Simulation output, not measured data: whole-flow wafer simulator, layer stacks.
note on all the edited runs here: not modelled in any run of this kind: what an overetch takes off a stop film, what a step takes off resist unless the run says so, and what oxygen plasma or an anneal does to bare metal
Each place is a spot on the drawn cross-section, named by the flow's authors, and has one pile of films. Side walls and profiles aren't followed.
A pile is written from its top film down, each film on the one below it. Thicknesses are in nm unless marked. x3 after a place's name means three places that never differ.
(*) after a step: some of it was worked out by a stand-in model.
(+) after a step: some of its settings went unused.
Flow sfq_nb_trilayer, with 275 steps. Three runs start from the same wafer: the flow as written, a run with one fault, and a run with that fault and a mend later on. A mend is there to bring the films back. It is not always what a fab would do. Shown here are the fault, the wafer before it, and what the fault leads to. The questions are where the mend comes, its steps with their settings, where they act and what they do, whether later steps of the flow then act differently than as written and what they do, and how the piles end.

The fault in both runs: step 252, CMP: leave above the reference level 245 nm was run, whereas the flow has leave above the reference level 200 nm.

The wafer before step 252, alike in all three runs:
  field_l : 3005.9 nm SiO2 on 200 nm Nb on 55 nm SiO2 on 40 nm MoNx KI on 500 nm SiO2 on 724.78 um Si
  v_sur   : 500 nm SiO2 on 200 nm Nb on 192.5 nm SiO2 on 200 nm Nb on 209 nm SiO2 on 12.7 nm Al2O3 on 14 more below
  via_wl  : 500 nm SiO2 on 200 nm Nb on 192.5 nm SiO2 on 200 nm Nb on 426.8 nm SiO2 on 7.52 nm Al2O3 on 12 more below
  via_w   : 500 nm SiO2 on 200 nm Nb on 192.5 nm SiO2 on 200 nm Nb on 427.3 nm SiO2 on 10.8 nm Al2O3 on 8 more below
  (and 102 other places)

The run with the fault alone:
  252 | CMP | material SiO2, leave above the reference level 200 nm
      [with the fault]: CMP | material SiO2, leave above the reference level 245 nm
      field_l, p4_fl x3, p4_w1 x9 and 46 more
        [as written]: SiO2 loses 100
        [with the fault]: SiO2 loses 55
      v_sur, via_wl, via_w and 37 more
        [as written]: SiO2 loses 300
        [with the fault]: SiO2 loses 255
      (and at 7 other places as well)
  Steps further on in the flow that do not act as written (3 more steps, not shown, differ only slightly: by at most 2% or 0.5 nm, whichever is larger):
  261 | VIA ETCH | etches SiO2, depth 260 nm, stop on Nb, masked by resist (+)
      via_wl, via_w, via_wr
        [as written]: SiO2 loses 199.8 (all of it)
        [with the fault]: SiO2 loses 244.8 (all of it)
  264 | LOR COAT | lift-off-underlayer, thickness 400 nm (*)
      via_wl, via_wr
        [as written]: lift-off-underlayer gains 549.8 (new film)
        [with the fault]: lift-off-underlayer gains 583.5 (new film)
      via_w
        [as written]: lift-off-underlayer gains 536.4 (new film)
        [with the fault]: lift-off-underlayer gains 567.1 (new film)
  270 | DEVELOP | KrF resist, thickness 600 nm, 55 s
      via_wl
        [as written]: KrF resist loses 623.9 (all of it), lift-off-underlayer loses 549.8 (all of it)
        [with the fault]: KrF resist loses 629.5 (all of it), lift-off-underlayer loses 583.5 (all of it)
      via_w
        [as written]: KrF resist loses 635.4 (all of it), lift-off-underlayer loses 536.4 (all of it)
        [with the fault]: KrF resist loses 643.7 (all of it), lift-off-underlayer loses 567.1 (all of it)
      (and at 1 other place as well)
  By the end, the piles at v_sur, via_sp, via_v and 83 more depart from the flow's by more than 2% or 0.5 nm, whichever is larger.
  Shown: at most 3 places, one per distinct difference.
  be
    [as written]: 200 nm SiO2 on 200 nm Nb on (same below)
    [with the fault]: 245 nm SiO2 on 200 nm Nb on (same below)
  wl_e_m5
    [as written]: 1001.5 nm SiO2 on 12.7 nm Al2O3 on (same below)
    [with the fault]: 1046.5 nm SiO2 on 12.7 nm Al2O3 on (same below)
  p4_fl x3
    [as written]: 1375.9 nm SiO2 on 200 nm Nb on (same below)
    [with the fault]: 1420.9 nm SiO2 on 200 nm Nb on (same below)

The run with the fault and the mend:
  After step 259 comes the mend.
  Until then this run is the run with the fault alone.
  259a | STRIP | over-ash 65%, gas O2, power 200 W (*)
      field_l, v_sur, via_sp and 100 more
        KrF resist loses 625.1 (all of it), anti-reflective coat loses 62 (all of it)
      via_wl, via_w, via_wr
        anti-reflective coat loses 62 (all of it)
  259b | CMP | material SiO2, leave above the reference level 200 nm (the flow's step 252 again)
      field_l, v_sur, via_wl and 103 more
        SiO2 loses 45
  259c | COAT | anti-reflective coat, thickness 62 nm (the flow's step 254 again)
      field_l, v_sur, via_wl and 103 more
        anti-reflective coat gains 62 (new film)
  259d | COAT | KrF resist, thickness 650 nm (the flow's step 255 again)
      field_l, v_sur, via_wl and 103 more
        KrF resist gains 650 (new film)
  259e | SOFTBAKE | KrF resist (the flow's step 256 again)
      does not change any film at any place that is followed
  259f | EXPOSE | photomask I7, dose 11.93 mJ/cm2, NA 0.6, wavelength 248 nm (*) (the flow's step 257 again)
      does not change any film at any place that is followed
  259g | PEB | KrF resist, 90 s (the flow's step 258 again)
      field_l, v_sur, via_wl and 103 more
        KrF resist loses 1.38
  259h | DEVELOP | KrF resist, thickness 650 nm, 60 s (the flow's step 259 again)
      field_l, v_sur, via_sp and 100 more
        KrF resist loses 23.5
      via_wl, via_w, via_wr
        KrF resist loses 648.6 (all of it)
  Every later step of the flow that is run acts as written at every place that is followed.
  By the end, the piles equal the flow's at every place that both follow.
